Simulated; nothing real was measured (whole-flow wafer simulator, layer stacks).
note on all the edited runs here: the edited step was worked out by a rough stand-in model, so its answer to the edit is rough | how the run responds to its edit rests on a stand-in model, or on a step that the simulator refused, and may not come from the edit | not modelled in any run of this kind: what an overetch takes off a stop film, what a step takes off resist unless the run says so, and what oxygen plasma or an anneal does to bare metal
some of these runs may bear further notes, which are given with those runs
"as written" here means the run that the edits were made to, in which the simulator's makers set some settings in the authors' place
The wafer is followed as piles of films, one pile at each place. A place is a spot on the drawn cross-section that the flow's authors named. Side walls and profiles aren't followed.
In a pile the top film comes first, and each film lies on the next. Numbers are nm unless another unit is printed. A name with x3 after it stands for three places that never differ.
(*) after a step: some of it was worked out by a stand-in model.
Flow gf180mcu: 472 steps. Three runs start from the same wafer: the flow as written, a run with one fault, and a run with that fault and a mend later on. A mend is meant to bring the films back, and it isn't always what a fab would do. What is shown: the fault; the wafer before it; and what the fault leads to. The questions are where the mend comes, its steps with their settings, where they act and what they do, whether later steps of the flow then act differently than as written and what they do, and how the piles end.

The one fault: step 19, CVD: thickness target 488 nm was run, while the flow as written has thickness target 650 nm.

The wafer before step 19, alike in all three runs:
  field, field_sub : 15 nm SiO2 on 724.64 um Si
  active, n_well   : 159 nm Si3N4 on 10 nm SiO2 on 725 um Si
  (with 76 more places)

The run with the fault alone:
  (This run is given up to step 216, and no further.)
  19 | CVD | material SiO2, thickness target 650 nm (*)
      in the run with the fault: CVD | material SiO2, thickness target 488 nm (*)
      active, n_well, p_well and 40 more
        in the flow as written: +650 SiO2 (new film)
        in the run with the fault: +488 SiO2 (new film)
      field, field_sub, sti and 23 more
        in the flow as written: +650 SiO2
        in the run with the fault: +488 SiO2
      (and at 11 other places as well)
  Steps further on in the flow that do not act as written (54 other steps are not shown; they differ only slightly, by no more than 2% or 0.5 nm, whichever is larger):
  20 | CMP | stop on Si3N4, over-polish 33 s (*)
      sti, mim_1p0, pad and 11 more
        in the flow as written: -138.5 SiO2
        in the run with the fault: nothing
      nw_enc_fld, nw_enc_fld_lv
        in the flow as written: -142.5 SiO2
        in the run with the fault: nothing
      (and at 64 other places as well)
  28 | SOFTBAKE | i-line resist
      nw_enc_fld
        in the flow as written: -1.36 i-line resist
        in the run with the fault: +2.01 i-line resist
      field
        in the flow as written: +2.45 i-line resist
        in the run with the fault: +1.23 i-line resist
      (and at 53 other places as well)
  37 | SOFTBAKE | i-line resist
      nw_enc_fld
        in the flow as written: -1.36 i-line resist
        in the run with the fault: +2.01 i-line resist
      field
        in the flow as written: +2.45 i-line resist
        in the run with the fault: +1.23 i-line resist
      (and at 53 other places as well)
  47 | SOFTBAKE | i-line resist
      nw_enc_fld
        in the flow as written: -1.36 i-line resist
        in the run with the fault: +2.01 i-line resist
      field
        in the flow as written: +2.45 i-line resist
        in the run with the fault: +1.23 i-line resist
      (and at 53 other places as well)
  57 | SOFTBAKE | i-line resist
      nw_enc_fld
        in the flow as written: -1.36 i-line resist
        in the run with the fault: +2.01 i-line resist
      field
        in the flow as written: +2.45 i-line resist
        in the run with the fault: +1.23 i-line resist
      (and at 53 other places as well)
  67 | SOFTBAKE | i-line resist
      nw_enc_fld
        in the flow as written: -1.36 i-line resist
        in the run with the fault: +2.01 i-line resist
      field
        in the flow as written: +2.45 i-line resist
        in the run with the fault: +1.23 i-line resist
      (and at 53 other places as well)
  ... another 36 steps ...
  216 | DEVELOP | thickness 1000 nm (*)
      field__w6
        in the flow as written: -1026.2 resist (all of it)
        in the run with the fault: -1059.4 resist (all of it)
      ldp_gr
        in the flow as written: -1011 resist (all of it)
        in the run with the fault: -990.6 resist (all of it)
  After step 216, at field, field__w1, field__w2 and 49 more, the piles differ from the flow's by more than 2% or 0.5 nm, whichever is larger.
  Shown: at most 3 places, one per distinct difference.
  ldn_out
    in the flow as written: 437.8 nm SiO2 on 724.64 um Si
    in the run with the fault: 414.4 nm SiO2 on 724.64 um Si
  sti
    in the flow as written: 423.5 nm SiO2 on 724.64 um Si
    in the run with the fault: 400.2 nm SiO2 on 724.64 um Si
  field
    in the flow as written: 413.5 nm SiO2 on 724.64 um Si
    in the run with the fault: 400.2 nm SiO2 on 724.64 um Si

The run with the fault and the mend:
  The mend follows step 19.
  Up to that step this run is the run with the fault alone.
  19a | CVD | material SiO2, thickness target 162 nm (*) (the flow's step 19 again, with other settings)
      field, field_sub, active and 77 more
        +162 SiO2
  Later steps of the flow that are run all act as written at every place that is followed.
  The piles end the same as the flow's at every place that both follow.
